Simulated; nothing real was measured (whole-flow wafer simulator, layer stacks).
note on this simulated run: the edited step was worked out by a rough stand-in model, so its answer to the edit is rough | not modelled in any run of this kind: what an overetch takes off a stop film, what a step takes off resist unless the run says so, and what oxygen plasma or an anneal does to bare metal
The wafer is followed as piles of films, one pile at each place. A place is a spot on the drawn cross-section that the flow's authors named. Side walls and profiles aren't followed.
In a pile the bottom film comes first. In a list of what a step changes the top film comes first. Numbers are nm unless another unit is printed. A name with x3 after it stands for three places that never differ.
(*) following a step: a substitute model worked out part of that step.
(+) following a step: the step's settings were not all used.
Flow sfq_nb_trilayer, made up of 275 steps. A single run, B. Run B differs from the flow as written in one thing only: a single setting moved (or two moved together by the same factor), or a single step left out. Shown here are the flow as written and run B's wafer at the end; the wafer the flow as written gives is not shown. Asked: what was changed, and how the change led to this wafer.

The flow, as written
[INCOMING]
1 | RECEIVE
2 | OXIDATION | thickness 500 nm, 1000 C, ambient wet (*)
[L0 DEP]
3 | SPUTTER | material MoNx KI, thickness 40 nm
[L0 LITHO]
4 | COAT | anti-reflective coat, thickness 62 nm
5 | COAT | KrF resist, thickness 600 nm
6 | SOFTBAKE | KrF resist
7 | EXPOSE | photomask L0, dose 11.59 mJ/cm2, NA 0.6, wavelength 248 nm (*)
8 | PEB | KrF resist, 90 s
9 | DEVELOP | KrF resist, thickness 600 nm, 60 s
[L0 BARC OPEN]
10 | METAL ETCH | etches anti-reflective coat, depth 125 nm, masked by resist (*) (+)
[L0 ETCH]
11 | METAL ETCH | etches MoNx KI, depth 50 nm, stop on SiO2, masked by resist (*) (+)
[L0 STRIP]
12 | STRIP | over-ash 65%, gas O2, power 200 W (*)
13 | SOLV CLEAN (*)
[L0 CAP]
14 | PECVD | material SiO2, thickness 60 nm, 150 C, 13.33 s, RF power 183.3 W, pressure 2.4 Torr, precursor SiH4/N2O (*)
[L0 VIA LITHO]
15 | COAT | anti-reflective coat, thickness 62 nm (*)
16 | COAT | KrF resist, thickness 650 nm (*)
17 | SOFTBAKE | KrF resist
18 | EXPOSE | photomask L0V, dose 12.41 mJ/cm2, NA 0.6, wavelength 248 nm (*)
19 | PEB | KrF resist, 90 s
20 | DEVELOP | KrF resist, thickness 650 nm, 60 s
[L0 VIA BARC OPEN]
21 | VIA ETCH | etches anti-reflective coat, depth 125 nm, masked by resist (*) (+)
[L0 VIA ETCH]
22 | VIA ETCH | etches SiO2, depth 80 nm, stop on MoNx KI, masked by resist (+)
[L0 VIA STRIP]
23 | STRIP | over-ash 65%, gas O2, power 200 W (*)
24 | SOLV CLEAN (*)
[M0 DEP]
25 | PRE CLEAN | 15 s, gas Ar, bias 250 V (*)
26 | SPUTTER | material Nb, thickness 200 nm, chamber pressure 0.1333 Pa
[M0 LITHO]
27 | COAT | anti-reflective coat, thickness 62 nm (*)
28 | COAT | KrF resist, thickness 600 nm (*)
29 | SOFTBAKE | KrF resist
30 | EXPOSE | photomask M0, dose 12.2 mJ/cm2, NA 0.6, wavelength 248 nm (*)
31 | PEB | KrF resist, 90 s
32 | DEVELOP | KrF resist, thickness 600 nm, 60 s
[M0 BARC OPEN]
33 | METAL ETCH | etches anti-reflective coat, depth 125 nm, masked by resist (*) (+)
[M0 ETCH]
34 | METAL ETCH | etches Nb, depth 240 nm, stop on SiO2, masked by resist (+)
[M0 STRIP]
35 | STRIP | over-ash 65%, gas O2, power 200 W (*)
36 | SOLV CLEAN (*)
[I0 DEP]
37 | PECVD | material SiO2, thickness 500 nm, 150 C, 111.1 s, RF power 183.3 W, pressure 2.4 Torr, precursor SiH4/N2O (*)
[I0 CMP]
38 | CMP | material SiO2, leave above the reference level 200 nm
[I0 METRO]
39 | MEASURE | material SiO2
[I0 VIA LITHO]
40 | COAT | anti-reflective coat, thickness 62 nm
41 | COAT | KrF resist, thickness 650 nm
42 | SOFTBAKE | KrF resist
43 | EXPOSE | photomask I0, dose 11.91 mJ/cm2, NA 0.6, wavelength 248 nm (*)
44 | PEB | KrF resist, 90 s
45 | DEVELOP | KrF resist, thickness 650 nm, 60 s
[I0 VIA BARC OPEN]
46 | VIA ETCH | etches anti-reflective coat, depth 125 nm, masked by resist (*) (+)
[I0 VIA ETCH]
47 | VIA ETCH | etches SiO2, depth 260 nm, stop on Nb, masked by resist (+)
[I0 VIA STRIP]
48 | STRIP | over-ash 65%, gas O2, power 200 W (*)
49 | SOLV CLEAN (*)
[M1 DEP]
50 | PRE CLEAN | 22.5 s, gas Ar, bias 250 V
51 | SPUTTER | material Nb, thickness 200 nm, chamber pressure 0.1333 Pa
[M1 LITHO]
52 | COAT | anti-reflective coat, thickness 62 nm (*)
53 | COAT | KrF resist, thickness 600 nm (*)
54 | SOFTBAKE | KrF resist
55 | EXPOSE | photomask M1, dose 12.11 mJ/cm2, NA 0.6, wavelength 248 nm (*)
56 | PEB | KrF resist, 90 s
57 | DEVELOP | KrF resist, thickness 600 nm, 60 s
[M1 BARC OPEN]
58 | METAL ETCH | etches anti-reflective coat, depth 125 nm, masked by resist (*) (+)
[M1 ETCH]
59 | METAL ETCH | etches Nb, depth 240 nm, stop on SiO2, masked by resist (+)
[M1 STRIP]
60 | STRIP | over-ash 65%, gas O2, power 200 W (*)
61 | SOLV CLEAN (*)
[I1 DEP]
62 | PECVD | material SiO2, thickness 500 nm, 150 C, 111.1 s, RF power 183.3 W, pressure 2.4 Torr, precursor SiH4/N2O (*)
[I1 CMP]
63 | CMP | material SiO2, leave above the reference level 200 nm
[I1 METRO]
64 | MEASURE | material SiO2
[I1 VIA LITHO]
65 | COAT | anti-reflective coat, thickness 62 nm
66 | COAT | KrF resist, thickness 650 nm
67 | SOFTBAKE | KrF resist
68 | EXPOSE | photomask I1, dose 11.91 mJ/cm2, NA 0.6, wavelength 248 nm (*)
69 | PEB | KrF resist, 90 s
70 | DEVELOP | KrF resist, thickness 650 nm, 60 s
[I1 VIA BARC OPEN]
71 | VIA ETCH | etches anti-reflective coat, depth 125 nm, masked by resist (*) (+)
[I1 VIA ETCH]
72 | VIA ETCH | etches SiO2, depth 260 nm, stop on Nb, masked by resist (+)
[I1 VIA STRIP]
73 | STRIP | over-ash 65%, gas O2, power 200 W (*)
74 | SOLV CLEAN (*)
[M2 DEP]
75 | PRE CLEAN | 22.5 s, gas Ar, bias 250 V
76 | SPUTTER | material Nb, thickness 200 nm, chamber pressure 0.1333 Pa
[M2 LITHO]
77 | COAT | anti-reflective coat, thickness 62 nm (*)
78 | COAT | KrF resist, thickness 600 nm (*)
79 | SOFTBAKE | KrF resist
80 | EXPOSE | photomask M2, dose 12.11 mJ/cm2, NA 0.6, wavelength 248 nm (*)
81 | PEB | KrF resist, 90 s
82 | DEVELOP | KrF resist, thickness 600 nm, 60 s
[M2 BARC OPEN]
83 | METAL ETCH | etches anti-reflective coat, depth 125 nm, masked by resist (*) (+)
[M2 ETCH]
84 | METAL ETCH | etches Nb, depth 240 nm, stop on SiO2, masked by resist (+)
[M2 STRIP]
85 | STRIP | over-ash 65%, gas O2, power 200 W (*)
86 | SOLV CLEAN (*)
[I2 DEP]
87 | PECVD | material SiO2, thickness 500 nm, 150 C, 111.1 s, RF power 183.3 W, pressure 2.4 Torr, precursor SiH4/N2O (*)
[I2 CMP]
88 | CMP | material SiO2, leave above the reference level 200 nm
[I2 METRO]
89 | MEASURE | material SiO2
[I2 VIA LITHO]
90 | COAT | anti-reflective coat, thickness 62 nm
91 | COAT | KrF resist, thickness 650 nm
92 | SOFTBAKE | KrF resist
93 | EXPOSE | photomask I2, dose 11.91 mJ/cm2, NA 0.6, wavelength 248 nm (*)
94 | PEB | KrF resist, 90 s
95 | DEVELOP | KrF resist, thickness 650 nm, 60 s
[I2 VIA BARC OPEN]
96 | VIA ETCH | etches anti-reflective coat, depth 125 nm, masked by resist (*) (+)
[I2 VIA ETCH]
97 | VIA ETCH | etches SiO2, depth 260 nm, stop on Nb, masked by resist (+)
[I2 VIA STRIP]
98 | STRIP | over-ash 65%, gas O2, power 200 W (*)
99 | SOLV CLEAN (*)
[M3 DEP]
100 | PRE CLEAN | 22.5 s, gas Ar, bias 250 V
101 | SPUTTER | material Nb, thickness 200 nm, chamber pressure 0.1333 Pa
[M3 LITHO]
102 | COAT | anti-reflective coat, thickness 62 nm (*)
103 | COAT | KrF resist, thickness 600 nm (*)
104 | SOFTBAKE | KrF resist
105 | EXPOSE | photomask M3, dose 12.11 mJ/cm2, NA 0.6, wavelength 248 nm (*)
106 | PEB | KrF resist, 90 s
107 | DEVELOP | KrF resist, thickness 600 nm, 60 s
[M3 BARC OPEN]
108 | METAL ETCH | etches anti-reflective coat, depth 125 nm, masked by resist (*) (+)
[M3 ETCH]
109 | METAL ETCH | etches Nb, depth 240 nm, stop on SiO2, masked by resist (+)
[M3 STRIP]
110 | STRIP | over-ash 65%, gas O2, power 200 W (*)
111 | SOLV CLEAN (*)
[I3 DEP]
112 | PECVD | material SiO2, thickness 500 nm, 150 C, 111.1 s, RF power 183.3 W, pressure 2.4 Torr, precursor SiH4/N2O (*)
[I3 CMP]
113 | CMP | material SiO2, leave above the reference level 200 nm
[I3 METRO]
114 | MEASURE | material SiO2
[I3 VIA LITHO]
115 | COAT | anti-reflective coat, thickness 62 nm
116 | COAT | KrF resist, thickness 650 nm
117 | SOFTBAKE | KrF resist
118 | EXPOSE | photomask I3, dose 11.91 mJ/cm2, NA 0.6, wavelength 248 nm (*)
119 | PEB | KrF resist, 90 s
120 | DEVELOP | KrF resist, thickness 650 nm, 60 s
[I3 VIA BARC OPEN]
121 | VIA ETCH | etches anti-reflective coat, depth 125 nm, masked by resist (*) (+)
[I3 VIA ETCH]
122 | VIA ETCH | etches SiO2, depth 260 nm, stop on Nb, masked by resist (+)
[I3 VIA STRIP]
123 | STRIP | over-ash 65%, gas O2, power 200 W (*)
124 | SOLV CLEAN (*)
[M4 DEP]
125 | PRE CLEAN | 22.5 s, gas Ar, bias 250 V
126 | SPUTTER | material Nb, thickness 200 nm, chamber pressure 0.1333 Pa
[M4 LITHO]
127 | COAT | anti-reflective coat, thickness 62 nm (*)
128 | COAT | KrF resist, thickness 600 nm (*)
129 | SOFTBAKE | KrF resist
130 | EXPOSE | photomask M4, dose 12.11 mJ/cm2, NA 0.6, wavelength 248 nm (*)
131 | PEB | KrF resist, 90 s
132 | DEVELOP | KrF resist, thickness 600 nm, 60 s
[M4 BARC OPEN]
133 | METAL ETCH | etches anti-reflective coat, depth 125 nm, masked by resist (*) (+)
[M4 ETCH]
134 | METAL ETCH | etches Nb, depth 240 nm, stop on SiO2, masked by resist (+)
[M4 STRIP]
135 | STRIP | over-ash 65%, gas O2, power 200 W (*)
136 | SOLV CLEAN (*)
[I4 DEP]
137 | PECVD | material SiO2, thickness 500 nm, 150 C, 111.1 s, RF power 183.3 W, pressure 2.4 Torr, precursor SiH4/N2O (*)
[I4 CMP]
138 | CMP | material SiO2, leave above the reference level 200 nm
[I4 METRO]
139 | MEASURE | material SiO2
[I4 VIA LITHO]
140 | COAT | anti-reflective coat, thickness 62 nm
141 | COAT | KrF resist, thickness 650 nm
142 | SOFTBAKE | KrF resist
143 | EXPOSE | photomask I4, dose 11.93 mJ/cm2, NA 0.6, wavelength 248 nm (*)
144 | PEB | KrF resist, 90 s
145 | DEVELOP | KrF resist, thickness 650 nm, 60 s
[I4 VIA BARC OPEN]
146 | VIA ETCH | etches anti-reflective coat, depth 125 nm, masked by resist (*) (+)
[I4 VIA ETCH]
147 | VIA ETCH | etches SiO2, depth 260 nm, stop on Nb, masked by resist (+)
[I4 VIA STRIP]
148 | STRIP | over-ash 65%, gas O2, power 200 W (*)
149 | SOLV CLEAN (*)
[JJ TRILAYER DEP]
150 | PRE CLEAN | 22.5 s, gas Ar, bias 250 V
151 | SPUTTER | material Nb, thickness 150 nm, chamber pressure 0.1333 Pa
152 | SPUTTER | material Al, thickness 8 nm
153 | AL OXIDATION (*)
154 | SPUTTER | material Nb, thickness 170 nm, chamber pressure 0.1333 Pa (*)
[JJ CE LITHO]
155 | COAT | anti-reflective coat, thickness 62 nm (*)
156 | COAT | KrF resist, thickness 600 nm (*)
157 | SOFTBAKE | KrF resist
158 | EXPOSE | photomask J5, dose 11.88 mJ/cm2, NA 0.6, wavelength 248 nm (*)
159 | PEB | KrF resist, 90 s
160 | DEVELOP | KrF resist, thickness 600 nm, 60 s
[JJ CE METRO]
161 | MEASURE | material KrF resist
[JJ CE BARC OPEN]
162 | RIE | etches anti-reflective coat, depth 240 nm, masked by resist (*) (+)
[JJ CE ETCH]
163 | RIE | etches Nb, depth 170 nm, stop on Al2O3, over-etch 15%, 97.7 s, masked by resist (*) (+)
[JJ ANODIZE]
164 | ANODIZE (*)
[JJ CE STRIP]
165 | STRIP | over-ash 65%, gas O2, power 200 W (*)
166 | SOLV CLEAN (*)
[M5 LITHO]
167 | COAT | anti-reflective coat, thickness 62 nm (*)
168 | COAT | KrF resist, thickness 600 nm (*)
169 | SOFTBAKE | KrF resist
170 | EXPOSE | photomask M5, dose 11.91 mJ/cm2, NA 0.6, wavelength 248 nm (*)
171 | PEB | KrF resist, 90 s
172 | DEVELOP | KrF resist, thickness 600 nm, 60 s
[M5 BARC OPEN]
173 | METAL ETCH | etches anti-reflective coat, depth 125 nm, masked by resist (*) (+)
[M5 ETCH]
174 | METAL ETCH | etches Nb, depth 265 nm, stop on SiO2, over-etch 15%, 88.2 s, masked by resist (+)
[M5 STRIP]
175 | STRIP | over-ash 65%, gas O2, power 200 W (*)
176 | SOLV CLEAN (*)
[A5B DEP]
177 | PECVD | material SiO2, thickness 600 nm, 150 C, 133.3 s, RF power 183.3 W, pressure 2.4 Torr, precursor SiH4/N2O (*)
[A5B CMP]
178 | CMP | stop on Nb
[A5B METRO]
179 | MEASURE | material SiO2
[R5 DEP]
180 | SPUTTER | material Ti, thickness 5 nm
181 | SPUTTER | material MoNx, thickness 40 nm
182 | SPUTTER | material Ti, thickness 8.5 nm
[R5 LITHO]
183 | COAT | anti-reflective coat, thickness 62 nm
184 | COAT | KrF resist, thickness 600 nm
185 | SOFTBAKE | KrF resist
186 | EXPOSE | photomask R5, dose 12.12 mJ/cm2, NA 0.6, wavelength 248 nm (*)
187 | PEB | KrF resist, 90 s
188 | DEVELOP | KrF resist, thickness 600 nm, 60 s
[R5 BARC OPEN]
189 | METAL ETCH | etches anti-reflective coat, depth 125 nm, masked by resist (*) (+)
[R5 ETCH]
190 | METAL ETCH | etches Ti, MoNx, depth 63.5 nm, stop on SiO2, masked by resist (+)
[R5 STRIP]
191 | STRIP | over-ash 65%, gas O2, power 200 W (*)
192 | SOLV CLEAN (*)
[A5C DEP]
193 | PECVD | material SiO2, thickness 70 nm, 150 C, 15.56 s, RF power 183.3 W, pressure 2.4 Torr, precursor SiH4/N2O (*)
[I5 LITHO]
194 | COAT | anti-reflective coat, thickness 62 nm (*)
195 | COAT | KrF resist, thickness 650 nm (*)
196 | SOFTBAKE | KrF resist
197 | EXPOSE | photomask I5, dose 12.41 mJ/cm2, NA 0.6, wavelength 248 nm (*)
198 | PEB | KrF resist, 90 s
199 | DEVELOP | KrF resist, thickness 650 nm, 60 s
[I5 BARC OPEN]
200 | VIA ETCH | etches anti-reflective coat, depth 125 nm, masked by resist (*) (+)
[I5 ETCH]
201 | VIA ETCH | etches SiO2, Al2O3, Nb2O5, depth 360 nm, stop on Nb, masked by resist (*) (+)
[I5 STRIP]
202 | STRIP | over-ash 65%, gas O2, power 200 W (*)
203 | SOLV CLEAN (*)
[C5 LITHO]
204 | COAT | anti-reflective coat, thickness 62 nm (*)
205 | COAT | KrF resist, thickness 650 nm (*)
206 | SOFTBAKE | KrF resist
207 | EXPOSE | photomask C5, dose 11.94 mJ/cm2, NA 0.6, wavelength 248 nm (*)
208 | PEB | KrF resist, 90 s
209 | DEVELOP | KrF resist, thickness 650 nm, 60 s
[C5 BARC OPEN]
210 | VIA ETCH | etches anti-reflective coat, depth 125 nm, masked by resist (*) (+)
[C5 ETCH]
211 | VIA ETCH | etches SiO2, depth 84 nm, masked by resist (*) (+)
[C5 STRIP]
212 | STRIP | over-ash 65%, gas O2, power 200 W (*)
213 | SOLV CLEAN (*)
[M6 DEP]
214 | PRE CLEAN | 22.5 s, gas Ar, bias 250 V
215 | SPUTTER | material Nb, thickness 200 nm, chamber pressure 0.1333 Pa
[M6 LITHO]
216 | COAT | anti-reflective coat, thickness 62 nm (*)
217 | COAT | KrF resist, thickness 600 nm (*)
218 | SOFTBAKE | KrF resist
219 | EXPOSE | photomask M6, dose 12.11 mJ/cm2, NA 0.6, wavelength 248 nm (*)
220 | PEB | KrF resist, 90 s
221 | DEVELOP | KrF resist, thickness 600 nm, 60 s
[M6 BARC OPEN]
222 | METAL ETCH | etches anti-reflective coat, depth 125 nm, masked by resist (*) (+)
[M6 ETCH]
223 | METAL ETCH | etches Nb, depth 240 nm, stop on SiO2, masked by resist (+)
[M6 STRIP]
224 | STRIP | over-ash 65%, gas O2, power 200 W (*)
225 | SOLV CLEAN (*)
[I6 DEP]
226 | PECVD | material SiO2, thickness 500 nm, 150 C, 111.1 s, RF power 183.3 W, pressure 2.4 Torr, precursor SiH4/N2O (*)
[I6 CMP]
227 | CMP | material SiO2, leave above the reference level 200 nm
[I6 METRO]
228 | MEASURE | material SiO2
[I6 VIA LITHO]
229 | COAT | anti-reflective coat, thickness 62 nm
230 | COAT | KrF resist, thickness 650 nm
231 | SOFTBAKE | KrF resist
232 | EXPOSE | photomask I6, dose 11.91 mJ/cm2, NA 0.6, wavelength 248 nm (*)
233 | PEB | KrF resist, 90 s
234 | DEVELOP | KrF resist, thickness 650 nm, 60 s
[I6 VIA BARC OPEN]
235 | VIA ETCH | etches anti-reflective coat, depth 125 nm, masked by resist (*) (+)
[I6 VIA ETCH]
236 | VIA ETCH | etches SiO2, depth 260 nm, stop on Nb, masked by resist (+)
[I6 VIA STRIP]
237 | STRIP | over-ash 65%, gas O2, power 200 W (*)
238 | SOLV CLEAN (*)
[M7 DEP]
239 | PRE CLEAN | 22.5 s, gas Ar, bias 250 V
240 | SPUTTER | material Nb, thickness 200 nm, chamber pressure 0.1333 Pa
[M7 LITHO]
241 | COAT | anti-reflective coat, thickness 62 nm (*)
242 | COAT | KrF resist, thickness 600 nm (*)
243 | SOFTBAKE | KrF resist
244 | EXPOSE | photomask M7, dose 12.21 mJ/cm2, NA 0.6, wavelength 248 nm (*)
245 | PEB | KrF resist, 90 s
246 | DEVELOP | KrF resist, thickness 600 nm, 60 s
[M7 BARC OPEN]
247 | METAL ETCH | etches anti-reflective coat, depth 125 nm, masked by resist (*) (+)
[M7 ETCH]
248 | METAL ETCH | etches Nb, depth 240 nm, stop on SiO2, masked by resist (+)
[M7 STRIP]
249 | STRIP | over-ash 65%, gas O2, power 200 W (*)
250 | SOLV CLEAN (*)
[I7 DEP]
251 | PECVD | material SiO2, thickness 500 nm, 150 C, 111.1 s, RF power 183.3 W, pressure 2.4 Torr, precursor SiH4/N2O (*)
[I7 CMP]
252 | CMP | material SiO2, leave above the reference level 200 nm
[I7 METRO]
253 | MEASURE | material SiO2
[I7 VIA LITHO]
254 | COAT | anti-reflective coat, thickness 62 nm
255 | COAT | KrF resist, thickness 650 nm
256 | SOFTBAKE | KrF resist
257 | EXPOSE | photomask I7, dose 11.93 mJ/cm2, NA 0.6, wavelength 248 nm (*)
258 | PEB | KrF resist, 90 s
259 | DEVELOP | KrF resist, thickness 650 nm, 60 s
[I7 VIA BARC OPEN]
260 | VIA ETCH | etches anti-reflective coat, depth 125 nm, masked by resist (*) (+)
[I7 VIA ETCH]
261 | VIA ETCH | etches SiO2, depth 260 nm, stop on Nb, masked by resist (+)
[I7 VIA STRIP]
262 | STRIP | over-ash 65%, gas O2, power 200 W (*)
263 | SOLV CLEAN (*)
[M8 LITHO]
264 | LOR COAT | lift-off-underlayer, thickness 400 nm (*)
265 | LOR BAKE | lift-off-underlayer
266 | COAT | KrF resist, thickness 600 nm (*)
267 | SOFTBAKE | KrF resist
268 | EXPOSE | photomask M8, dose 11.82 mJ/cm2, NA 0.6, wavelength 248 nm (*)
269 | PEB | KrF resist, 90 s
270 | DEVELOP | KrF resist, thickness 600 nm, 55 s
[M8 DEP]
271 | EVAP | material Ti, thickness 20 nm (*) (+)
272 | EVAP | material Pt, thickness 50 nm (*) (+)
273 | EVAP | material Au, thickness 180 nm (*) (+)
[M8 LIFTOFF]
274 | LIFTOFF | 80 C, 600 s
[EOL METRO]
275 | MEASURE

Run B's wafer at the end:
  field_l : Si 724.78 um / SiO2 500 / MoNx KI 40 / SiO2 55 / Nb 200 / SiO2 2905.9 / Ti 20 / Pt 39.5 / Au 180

Cause: step 272, EVAP: thickness 39.5 nm was run, while the flow as written has thickness 50 nm.
The wafer itself shows it: field_l has Pt 39.5, and step 272 as written asks for 50 nm.

The path from the change to this, step by step:
  272 | EVAP | material Pt, thickness 50 nm (*) (+)
      field_l, v_sur, via_wl and 103 more: +39.5 Pt (new film) (as written it would have been: +50 Pt (new film))
  274 | LIFTOFF | 80 C, 600 s
      p4_fl, p4_fm, p4_w1 and 71 more: -180 Au (all of it), -39.5 Pt (all of it), -20 Ti (all of it), -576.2 KrF resist (all of it), -400 lift-off-underlayer (all of it) (as written it would have been: -180 Au (all of it), -50 Pt (all of it), -20 Ti (all of it), -576.2 KrF resist (all of it), -400 lift-off-underlayer (all of it))
      c5j, ce_r: -180 Au (all of it), -39.5 Pt (all of it), -20 Ti (all of it), -573.3 KrF resist (all of it), -399.3 lift-off-underlayer (all of it) (as written it would have been: -180 Au (all of it), -50 Pt (all of it), -20 Ti (all of it), -573.3 KrF resist (all of it), -399.3 lift-off-underlayer (all of it))
      (as well as at 19 more places)
